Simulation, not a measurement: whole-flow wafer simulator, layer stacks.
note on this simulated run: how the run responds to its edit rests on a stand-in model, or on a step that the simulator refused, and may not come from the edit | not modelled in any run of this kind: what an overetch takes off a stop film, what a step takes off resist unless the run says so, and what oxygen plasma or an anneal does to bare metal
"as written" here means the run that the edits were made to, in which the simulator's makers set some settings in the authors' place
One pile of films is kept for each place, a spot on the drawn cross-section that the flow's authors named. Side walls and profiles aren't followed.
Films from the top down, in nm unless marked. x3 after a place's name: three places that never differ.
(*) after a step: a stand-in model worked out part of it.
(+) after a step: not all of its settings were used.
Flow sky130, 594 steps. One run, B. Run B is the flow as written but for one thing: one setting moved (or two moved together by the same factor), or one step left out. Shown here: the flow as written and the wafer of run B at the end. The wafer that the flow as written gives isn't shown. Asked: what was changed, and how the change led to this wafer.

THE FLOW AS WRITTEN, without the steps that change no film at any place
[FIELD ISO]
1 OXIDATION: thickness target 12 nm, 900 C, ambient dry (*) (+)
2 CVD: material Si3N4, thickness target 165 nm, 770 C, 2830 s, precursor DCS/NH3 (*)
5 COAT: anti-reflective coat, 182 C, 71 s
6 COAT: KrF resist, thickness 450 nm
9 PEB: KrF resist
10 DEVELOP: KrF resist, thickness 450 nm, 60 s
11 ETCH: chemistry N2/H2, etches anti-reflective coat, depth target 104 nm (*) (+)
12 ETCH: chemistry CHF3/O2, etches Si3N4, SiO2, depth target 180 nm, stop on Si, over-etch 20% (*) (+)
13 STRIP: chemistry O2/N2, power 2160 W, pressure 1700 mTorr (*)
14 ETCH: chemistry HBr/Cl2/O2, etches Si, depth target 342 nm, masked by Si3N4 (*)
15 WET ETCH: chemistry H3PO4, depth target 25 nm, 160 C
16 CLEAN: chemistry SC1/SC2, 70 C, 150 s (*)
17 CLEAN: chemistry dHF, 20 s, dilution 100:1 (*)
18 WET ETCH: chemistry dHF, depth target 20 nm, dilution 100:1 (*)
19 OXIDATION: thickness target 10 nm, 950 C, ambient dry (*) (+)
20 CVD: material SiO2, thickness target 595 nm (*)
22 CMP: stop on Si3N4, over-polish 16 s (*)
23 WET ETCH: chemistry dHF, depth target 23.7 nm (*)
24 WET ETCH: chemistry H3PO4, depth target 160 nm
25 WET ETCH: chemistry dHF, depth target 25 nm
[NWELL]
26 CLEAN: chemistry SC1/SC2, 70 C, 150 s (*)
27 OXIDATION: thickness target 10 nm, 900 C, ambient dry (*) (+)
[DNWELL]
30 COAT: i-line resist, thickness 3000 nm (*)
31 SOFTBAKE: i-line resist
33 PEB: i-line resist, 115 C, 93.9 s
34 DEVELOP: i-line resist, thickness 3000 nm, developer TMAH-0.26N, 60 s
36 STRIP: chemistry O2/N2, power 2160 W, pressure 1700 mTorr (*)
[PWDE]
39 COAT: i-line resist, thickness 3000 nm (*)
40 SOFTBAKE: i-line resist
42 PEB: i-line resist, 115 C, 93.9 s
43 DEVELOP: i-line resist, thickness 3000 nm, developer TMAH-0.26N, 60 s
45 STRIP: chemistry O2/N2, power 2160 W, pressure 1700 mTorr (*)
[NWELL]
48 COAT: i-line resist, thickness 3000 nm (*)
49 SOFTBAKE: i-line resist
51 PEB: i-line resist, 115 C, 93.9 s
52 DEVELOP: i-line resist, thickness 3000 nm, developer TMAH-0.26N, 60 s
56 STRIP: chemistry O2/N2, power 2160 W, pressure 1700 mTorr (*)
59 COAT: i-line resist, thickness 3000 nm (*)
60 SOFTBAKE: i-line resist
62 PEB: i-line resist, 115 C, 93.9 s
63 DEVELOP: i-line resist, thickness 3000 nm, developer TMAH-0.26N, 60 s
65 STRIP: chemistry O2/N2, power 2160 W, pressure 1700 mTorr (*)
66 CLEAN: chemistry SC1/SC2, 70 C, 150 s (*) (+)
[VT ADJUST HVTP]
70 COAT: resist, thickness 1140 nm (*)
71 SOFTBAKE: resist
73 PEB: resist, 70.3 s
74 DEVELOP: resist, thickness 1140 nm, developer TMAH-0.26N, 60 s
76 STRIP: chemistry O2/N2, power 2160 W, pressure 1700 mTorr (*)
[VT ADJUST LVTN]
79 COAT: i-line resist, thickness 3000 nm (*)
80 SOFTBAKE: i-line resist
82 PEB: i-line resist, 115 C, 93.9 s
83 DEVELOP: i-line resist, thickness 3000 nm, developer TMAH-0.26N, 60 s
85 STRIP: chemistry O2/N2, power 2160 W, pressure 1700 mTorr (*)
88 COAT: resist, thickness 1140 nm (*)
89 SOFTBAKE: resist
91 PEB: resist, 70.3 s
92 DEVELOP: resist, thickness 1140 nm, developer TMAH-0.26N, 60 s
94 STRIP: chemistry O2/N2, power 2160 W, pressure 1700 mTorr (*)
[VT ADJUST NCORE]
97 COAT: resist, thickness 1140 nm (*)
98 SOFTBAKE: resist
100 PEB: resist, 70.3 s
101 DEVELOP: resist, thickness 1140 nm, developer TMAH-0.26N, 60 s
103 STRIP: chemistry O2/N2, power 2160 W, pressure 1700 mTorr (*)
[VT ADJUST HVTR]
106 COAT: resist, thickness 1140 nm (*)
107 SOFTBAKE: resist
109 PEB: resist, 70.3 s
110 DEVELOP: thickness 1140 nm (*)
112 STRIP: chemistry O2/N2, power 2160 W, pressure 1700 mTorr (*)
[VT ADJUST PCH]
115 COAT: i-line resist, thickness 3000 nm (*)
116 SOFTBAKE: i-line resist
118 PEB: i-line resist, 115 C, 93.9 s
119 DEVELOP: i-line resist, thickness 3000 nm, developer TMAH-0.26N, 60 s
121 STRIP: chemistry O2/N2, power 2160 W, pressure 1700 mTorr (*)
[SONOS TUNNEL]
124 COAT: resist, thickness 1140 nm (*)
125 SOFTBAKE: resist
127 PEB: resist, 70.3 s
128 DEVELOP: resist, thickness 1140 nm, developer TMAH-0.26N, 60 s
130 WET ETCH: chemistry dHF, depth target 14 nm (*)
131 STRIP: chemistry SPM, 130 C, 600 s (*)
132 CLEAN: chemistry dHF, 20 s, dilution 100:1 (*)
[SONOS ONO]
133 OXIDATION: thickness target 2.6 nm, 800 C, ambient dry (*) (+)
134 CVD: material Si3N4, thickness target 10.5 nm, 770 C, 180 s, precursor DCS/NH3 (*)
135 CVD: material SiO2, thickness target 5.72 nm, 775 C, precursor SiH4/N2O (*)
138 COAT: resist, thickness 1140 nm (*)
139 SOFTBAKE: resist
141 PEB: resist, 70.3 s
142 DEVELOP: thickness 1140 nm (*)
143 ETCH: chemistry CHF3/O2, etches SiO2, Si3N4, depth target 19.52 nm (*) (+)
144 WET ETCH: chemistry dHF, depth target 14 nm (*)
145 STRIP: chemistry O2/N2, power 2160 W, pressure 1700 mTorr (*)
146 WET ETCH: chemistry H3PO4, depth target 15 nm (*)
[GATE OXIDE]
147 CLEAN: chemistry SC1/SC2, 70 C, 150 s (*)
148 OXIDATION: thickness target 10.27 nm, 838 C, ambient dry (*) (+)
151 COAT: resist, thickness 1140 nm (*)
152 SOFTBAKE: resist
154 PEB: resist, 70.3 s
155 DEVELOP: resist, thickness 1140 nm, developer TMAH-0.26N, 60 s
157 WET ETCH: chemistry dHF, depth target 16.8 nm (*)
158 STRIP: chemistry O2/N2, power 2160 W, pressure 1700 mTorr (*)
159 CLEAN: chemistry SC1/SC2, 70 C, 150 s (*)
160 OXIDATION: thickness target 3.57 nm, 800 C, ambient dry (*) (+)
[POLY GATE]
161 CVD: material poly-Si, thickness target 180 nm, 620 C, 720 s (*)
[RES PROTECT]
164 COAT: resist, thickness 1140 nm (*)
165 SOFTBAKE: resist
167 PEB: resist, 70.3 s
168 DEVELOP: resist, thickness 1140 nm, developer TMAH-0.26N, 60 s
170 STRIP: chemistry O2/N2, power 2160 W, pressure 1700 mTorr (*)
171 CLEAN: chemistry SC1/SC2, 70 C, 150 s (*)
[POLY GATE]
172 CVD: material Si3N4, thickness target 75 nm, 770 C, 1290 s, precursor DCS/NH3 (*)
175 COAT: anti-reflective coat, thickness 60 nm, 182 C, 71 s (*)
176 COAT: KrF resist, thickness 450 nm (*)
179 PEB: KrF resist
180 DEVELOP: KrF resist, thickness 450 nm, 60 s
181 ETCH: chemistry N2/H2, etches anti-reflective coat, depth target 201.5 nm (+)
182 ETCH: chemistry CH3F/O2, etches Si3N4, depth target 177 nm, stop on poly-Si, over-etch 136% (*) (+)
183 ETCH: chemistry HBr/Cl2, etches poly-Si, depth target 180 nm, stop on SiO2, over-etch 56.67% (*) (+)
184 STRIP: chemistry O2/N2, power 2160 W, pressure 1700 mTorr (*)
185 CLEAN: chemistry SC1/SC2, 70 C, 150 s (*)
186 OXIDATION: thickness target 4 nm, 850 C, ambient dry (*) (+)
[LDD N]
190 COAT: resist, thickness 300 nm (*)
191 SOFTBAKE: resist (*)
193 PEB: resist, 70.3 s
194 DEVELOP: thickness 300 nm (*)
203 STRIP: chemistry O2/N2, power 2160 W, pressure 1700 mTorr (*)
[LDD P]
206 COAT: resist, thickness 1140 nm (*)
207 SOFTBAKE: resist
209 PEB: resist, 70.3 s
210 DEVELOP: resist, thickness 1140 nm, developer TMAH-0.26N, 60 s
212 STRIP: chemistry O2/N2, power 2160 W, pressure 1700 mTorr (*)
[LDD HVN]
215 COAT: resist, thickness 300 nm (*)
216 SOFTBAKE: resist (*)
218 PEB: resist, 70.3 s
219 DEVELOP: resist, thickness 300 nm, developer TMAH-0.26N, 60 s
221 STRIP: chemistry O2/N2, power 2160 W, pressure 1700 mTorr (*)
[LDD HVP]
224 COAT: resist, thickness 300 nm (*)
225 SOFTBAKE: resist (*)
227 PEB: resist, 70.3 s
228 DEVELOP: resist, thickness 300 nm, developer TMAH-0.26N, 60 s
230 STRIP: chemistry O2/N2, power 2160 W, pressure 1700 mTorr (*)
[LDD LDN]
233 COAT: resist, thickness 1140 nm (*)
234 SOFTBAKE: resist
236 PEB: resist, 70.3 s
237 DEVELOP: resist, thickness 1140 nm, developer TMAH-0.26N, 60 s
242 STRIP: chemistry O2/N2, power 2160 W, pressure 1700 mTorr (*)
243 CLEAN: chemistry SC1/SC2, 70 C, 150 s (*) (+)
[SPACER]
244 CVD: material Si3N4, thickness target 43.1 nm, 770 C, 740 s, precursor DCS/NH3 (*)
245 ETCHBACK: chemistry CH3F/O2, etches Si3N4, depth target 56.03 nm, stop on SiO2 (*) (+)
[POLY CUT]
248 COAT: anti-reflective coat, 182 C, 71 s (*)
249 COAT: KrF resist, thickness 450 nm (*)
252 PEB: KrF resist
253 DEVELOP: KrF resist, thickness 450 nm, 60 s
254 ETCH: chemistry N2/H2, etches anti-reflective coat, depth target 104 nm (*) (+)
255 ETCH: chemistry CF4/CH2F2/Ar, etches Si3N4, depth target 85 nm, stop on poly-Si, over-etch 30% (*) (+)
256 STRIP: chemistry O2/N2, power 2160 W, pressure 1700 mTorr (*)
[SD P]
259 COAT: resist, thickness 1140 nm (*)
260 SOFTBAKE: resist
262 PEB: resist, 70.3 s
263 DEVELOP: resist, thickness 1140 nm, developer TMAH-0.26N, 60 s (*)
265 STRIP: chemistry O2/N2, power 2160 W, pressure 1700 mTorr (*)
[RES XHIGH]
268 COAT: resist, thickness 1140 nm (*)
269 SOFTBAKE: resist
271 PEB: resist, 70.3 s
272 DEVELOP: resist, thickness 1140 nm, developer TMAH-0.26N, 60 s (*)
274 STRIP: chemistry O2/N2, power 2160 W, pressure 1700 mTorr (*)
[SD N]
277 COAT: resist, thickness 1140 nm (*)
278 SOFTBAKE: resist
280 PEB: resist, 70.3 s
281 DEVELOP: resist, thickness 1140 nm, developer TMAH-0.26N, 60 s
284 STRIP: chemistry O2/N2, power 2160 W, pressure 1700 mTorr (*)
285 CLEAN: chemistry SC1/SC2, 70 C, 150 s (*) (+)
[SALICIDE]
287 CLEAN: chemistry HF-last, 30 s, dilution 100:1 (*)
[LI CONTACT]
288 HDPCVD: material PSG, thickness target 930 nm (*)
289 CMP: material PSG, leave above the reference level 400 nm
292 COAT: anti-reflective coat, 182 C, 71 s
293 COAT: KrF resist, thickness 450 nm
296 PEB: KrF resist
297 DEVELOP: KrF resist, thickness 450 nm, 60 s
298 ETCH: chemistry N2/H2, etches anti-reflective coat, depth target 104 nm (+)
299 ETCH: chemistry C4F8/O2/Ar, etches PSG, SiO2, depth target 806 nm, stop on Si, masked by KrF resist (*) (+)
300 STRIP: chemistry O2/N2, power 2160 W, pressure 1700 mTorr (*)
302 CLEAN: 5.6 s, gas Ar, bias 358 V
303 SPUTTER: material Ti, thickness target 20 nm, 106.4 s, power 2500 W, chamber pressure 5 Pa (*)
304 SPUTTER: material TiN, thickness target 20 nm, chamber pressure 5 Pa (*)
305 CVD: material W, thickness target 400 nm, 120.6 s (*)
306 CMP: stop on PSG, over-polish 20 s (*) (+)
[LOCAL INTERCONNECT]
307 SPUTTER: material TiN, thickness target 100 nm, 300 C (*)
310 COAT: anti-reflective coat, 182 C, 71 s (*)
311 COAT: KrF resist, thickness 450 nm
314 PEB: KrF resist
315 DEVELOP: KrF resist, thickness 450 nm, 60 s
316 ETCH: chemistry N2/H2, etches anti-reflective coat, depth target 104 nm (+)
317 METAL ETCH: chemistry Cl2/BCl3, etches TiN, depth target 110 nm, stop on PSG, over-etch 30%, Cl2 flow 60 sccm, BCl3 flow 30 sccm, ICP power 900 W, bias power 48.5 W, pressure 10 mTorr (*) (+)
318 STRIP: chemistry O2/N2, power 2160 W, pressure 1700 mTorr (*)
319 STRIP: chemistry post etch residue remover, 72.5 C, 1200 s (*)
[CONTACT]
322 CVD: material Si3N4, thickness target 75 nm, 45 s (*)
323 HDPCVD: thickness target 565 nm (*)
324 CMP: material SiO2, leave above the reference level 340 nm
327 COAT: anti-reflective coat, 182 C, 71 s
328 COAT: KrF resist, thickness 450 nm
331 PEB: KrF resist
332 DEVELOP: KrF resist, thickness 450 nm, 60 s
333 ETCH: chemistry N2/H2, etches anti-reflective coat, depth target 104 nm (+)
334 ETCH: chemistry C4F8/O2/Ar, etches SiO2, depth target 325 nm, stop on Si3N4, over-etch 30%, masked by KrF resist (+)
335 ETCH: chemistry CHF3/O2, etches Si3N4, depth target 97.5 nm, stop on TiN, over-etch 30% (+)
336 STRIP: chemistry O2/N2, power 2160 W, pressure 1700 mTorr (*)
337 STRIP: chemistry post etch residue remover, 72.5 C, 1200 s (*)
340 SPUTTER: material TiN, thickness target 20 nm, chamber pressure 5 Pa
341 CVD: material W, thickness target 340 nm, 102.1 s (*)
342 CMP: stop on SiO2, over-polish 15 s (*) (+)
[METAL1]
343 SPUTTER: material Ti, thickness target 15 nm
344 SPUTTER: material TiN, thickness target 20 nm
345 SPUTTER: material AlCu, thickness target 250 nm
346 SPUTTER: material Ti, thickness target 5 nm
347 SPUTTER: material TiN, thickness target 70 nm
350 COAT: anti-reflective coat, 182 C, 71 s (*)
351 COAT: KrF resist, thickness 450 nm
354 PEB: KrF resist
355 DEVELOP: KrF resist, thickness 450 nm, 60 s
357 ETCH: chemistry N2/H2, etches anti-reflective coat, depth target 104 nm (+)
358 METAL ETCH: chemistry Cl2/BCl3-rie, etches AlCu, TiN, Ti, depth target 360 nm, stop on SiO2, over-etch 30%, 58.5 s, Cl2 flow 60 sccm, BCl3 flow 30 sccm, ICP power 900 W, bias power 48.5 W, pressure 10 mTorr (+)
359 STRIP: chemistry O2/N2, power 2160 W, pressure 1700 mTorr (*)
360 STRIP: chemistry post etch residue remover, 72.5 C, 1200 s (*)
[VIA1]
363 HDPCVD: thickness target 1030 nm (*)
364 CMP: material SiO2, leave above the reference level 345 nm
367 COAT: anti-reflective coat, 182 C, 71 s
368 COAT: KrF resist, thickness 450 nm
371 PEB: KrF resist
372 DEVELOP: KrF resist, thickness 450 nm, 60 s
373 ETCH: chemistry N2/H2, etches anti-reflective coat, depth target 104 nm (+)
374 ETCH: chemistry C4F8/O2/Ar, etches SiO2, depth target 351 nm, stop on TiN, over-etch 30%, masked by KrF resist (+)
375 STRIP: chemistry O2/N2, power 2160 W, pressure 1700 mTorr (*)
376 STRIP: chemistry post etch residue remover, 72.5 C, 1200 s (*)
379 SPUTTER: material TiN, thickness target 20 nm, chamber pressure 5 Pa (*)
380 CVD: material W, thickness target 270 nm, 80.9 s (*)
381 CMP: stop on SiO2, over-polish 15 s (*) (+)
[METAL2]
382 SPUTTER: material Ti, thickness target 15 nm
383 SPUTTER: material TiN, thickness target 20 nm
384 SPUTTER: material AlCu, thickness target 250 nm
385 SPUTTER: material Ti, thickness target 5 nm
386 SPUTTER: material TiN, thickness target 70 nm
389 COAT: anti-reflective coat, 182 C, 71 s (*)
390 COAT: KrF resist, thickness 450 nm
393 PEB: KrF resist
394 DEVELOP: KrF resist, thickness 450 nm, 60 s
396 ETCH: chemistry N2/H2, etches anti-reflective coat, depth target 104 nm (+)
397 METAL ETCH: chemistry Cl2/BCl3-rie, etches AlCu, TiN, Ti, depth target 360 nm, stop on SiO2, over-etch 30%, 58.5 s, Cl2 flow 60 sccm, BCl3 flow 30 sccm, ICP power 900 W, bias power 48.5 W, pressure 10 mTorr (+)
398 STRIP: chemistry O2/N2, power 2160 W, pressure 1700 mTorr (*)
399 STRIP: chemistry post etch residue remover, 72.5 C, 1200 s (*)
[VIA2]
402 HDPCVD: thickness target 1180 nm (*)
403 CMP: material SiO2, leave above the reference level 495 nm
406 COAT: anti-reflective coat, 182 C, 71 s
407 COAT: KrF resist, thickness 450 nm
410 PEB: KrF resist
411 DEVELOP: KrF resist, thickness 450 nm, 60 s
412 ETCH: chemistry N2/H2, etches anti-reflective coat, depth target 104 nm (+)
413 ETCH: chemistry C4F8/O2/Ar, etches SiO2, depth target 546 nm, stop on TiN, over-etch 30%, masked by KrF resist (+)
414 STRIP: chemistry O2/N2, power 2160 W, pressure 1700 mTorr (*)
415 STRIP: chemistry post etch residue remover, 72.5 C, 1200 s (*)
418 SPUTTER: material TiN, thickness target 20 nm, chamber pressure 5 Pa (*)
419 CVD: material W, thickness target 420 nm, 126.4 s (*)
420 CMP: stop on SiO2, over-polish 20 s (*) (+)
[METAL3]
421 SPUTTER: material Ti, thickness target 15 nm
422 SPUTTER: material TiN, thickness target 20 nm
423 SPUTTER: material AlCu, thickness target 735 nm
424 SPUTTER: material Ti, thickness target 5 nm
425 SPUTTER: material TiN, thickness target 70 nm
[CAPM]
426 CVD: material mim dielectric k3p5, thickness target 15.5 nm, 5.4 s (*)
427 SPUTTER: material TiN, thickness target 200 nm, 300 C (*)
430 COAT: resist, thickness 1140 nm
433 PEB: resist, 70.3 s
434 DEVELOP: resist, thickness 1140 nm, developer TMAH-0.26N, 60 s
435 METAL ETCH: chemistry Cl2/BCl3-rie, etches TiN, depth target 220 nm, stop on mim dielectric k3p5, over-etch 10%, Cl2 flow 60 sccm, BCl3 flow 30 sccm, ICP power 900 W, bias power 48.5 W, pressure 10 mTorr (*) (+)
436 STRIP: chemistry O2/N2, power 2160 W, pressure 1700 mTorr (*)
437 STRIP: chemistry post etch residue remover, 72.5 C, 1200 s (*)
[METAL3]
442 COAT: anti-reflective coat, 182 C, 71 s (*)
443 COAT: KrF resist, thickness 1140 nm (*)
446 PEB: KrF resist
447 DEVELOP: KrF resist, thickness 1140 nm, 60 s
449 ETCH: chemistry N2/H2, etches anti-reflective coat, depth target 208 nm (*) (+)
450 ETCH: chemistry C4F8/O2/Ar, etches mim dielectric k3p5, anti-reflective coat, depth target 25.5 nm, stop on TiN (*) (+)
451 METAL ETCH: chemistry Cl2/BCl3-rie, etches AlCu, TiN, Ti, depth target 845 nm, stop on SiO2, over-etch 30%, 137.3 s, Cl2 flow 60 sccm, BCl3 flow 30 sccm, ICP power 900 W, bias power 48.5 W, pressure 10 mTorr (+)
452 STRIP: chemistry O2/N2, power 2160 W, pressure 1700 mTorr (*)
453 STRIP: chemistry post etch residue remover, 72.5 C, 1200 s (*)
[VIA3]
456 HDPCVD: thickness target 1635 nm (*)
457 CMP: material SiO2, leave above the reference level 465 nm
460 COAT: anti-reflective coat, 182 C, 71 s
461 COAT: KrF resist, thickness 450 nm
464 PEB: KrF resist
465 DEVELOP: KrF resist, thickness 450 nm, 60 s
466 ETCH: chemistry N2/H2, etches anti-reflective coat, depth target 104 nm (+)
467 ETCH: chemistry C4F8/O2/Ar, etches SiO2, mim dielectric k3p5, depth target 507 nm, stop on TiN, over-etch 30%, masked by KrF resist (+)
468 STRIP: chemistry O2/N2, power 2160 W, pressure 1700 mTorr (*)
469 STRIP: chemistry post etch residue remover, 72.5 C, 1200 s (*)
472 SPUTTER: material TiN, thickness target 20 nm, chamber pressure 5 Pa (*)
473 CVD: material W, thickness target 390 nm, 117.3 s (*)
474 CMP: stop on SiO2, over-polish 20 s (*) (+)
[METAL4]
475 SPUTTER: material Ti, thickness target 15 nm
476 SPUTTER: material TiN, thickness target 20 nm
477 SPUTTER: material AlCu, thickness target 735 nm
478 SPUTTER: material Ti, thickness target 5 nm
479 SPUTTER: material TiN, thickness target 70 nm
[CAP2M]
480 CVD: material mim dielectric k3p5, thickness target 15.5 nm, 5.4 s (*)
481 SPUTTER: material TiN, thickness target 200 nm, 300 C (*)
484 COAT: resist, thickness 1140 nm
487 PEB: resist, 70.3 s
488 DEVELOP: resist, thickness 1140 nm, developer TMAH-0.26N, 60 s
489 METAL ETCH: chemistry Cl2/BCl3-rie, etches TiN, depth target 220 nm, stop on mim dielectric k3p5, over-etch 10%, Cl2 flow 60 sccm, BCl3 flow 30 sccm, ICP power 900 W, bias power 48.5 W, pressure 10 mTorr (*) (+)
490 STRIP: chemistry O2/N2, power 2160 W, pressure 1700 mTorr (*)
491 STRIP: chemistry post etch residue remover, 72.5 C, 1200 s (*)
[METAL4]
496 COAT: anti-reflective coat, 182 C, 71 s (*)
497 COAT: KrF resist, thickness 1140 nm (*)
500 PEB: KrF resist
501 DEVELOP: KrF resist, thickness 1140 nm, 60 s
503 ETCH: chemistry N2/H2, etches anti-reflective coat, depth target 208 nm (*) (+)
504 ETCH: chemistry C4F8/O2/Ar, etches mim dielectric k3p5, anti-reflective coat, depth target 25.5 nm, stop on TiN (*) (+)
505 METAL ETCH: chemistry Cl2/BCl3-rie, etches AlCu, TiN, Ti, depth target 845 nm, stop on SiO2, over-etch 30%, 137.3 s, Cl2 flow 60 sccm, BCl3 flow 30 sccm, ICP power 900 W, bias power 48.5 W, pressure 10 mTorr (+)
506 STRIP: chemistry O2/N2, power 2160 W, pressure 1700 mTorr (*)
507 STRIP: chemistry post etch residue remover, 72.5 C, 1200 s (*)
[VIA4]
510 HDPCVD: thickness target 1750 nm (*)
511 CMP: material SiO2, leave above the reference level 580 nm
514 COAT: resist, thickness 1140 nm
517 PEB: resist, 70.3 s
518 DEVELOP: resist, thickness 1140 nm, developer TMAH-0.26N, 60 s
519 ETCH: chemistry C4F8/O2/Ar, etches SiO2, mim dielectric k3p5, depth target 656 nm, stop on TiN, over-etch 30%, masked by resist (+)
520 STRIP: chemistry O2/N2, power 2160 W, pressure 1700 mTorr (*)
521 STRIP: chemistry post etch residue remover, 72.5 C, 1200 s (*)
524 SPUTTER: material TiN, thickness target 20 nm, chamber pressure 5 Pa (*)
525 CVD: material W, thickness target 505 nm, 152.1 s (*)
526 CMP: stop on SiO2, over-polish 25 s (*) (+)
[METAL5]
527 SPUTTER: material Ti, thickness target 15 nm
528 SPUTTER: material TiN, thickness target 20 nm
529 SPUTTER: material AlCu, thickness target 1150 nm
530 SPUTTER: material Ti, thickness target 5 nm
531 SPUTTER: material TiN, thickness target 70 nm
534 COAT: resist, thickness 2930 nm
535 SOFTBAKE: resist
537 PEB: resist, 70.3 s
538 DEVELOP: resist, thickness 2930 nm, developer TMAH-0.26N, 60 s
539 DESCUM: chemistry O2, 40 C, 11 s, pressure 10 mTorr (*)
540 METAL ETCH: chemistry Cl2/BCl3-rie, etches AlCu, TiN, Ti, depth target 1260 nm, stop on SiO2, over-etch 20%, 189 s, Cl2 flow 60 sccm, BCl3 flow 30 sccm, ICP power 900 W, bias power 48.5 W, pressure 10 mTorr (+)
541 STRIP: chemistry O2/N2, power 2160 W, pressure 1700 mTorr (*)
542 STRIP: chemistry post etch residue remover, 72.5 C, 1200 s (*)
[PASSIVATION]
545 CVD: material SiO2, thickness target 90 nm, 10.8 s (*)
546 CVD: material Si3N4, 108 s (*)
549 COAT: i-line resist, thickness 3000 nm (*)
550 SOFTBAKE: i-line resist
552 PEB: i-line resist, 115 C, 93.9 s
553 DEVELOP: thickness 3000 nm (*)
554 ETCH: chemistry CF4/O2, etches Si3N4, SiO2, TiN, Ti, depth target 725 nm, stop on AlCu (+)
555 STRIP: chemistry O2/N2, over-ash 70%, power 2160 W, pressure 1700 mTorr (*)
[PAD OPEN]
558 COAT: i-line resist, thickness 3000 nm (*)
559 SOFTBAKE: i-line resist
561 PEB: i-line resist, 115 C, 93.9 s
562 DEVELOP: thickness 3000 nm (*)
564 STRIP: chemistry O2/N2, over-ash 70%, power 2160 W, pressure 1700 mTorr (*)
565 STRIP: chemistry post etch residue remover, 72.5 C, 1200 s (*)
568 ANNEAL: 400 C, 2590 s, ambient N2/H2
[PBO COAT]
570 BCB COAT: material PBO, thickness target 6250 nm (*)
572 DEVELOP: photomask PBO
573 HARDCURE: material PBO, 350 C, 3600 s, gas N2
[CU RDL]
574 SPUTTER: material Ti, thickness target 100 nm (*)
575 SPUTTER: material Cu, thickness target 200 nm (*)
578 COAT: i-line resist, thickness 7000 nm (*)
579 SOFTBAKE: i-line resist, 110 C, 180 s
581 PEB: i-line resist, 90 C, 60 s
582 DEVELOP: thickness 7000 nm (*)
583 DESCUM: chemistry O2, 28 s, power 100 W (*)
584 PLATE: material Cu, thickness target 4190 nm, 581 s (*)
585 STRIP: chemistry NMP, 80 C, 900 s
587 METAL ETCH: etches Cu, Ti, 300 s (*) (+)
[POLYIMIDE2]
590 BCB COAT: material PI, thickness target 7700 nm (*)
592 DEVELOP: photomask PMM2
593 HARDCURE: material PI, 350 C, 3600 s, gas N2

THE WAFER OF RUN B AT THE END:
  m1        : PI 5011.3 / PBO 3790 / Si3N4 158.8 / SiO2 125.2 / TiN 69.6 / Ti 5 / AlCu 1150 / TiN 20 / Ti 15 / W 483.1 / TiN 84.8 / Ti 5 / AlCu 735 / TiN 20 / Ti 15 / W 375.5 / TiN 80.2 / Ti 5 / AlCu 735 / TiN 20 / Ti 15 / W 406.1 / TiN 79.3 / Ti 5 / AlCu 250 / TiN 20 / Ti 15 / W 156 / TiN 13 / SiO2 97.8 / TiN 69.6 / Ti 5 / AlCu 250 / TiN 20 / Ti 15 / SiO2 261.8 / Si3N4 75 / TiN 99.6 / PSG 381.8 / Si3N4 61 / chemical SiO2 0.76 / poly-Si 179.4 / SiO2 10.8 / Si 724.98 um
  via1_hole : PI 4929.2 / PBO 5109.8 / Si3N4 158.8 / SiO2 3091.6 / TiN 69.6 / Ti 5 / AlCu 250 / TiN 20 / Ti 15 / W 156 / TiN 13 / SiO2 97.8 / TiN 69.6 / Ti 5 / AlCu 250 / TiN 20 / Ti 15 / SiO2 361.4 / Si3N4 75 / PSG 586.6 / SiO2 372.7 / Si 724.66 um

The cause: step 374, ETCH: depth target 172 nm was run, where the flow has depth target 351 nm.

How the change led to this, step by step:
  374 ETCH: chemistry C4F8/O2/Ar, etches SiO2, depth target 351 nm, stop on TiN, over-etch 30%, masked by KrF resist (+)
      m1, via1_hole: SiO2 -172 (as written it would be: SiO2 -269.8 (all of it))
      field, active, n_well and 186 more: KrF resist -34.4 (as written it would be: KrF resist -70.1)
  375 STRIP: chemistry O2/N2, power 2160 W, pressure 1700 mTorr (*)
      field, active, n_well and 186 more: KrF resist -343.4 (all of it), anti-reflective coat -80 (all of it) (as written it would be: KrF resist -307.7 (all of it), anti-reflective coat -80 (all of it))
  379 SPUTTER: material TiN, thickness target 20 nm, chamber pressure 5 Pa (*)
      m1: TiN +13 (new film) (as written it would be: TiN +11)
      via1_hole: TiN +13 (new film) (as written it would be: TiN +10.9)
  380 CVD: material W, thickness target 270 nm, 80.9 s (*)
      m1, via1_hole: W +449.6 (new film) (as written it would be: W +549.9 (new film))
Counting metal films that touch as one body, m1 has 3 bodies (between them, from the top down: SiO2 97.8; SiO2 261.8 / Si3N4 75); the flow as written gives 2 bodies (between them, from the top down: SiO2 261.8 / Si3N4 75).
Counting metal films that touch as one body, via1_hole has 2 bodies (between them, from the top down: SiO2 97.8); the flow as written gives 1 body.
